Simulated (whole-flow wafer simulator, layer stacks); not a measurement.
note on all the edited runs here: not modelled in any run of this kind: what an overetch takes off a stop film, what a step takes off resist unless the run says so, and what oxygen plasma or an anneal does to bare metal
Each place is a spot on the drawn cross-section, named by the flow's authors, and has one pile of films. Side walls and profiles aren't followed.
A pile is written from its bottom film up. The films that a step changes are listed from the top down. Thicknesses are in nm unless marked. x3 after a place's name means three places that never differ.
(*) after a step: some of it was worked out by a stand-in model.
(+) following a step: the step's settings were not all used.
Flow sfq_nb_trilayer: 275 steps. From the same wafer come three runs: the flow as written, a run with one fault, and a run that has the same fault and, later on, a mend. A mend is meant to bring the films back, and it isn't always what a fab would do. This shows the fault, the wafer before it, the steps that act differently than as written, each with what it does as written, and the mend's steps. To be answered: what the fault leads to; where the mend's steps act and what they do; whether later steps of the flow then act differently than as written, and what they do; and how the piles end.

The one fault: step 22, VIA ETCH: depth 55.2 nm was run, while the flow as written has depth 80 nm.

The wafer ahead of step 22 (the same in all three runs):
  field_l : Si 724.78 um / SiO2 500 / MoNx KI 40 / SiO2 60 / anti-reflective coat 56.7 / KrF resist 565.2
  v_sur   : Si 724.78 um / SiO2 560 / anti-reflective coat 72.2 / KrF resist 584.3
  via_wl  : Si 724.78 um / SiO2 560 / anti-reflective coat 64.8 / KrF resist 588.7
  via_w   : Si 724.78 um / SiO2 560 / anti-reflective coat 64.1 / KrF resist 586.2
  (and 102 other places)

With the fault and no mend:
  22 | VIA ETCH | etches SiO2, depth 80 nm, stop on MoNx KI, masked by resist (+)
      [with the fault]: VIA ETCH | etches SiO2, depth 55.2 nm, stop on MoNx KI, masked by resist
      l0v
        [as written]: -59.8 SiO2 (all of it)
        [with the fault]: -55.2 SiO2
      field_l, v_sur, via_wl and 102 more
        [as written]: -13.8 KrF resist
        [with the fault]: -9.52 KrF resist
  Steps further on in the flow that do not act as written (6 other steps are not shown; they differ only slightly, by no more than 2% or 0.5 nm, whichever is larger):
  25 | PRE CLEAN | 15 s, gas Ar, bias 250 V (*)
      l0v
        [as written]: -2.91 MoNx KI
        [with the fault]: -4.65 SiO2 (all of it), -0.22 MoNx KI
  At l0v, the piles at the end differ from the flow's by more than 2% or 0.5 nm, whichever is larger.
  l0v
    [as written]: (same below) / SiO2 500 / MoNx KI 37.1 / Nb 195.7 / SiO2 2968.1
    [with the fault]: (same below) / SiO2 500 / MoNx KI 39.8 / Nb 196.2 / SiO2 2964.9

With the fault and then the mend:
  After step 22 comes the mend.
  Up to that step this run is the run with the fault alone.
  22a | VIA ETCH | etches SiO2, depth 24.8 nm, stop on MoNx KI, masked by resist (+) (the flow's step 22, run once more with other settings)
      field_l, v_sur, via_wl and 102 more
        -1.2 KrF resist
      l0v
        -4.65 SiO2 (all of it)
  None of the later steps of the flow differs from how it acts as written, at any place that is followed, by more than 2% or 0.5 nm, whichever is larger.
  At every place that both follow, the piles at the end match the flow's.
